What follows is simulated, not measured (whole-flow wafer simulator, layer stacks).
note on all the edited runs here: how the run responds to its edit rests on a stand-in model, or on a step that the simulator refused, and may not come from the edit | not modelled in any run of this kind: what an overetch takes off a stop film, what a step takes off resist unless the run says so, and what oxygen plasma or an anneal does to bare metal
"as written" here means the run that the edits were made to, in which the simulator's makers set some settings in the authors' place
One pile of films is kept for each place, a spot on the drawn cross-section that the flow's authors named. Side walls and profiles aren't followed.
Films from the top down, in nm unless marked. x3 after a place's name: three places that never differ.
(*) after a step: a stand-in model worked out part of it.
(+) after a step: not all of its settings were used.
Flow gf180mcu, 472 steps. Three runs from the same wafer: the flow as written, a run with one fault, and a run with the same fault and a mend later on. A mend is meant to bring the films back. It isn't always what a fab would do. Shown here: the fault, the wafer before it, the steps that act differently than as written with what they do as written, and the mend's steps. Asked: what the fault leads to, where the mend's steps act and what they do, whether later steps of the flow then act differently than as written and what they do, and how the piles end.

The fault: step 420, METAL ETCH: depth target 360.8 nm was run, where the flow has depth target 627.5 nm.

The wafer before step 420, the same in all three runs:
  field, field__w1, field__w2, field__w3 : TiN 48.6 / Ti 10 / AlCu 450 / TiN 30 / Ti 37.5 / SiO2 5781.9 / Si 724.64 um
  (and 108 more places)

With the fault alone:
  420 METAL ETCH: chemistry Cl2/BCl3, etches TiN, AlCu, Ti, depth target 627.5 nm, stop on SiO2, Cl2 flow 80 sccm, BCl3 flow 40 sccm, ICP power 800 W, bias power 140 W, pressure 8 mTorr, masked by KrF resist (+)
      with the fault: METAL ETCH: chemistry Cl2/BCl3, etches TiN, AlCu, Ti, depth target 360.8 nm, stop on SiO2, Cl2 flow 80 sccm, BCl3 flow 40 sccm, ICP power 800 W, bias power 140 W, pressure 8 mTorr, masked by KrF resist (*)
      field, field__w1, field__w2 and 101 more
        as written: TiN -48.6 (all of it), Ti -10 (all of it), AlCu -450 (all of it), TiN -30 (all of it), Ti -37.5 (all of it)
        with the fault: TiN -48.6 (all of it), Ti -10 (all of it), AlCu -302.2
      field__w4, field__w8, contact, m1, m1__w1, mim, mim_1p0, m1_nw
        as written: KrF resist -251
        with the fault: KrF resist -144.3
  Later steps of the flow that act differently than as written (1 more step differs only slightly, by at most 2% or 0.5 nm, whichever is larger, and isn't shown):
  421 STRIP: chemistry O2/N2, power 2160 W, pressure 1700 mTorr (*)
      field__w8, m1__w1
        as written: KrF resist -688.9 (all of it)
        with the fault: KrF resist -795.5 (all of it)
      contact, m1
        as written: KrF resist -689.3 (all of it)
        with the fault: KrF resist -796 (all of it)
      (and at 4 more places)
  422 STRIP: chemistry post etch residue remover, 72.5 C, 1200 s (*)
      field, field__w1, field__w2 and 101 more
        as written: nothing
        with the fault: AlCu -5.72
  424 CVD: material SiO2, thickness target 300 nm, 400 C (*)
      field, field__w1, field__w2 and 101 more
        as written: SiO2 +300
        with the fault: SiO2 +300 (new film)
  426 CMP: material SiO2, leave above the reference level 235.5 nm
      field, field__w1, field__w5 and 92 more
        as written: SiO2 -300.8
        with the fault: SiO2 -510.4
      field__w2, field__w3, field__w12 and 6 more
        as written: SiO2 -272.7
        with the fault: SiO2 -491.8
  At the end the piles differ from the flow's by more than 2% or 0.5 nm, whichever is larger, at field, field__w1, field__w2 and 101 more.
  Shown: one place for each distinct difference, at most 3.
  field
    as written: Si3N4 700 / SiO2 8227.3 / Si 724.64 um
    with the fault: Si3N4 700 / SiO2 2235.8 / AlCu 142 / TiN 30 / Ti 37.5 / SiO2 5781.9 / Si 724.64 um
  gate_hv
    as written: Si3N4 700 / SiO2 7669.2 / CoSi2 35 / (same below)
    with the fault: Si3N4 700 / SiO2 2235.8 / AlCu 142 / TiN 30 / Ti 37.5 / SiO2 5223.8 / CoSi2 35 / (same below)
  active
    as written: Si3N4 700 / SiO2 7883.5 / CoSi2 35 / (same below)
    with the fault: Si3N4 700 / SiO2 2235.8 / AlCu 142 / TiN 30 / Ti 37.5 / SiO2 5438.1 / CoSi2 35 / (same below)

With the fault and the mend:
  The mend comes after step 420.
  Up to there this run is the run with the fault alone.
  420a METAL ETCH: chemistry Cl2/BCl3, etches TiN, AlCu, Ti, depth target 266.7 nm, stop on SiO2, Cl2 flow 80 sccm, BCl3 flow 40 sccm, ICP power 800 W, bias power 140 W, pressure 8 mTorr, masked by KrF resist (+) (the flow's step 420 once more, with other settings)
      field, field__w1, field__w2 and 101 more
        AlCu -147.8 (all of it), TiN -30 (all of it), Ti -37.5 (all of it)
      field__w4, field__w8, contact, m1, m1__w1, mim, mim_1p0, m1_nw
        KrF resist -106.7
  No later step of the flow acts differently than as written at any place that is followed.
  At the end the piles are the same as the flow's at every place that both follow.
